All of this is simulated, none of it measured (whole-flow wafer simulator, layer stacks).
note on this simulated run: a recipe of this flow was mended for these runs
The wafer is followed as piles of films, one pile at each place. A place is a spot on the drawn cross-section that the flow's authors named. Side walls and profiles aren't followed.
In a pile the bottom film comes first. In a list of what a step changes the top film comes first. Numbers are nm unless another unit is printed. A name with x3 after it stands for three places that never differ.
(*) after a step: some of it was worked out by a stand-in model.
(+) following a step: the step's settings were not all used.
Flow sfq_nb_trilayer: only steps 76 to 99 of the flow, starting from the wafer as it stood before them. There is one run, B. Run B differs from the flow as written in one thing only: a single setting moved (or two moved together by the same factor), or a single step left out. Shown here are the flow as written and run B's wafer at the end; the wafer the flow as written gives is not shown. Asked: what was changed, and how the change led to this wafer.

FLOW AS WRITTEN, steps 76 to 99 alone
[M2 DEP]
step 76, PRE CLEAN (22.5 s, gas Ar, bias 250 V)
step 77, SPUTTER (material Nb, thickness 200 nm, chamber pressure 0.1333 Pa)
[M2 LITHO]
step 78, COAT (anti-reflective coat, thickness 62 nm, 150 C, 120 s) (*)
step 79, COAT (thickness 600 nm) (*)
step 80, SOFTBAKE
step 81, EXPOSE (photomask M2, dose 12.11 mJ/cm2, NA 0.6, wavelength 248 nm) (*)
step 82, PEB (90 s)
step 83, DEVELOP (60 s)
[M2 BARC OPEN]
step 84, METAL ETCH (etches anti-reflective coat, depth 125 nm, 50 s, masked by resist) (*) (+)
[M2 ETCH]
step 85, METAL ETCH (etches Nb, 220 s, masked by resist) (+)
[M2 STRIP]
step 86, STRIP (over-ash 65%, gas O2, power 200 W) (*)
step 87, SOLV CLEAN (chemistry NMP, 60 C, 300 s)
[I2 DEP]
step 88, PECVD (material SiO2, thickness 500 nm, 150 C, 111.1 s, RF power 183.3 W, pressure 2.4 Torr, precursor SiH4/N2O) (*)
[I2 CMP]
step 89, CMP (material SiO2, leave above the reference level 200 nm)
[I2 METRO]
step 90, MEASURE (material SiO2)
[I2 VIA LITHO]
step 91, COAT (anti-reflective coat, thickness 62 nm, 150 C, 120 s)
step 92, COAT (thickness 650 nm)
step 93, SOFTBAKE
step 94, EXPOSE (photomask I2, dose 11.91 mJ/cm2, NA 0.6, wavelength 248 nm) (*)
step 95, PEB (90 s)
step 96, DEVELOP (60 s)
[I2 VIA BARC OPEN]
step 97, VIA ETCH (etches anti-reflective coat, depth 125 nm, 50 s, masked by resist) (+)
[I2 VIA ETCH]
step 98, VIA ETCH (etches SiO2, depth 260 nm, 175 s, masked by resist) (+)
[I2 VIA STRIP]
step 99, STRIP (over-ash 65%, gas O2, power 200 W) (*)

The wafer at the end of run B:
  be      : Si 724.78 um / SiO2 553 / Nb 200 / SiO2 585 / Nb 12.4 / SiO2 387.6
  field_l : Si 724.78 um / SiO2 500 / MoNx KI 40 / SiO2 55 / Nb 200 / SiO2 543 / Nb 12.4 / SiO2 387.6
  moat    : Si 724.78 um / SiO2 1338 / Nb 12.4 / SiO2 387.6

The reason: step 85, METAL ETCH: 172 s was run, while the flow as written has 220 s.

Step by step, how the change led to this:
  step 85, METAL ETCH (etches Nb, 220 s, masked by resist) (+)
      field_l, be, be_sur and 81 more: Nb loses 187.6 (as written it would have been: Nb loses 200 (all of it), SiO2 loses 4)
      v_sur, via_wl, via_w, via_wr, via_sp, via_v, wire, wl_j_sl x15: KrF-resist-other-grade loses 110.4 (as written it would have been: KrF-resist-other-grade loses 141.2)
  step 86, STRIP (over-ash 65%, gas O2, power 200 W) (*)
      wl_j_sl x15: KrF-resist-other-grade loses 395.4 (all of it), anti-reflective coat loses 62 (all of it) (as written it would have been: KrF-resist-other-grade loses 364.6 (all of it), anti-reflective coat loses 62 (all of it))
      v_sur: KrF-resist-other-grade loses 391.4 (all of it), anti-reflective coat loses 64.8 (all of it) (as written it would have been: KrF-resist-other-grade loses 360.6 (all of it), anti-reflective coat loses 64.8 (all of it))
      (and at 6 other places as well)
  step 88, PECVD (material SiO2, thickness 500 nm, 150 C, 111.1 s, RF power 183.3 W, pressure 2.4 Torr, precursor SiH4/N2O) (*)
      field_l, be, be_sur and 81 more: SiO2 gains 500 (new film) (as written it would have been: SiO2 gains 500)
  step 89, CMP (material SiO2, leave above the reference level 200 nm)
      field_l, be, be_sur and 81 more: SiO2 loses 112.4 (as written it would have been: SiO2 loses 96)
With metal films that touch counted as one body, be has 2 bodies (between them, from the top down: SiO2 585); the flow as written gives 1 body.
With metal films that touch counted as one body, field_l has 3 bodies (between them, from the top down: SiO2 543; SiO2 55); the flow as written gives 2 bodies (between them, from the top down: SiO2 55).
With metal films that touch counted as one body, moat has 1 body; the flow as written gives 0 bodies.
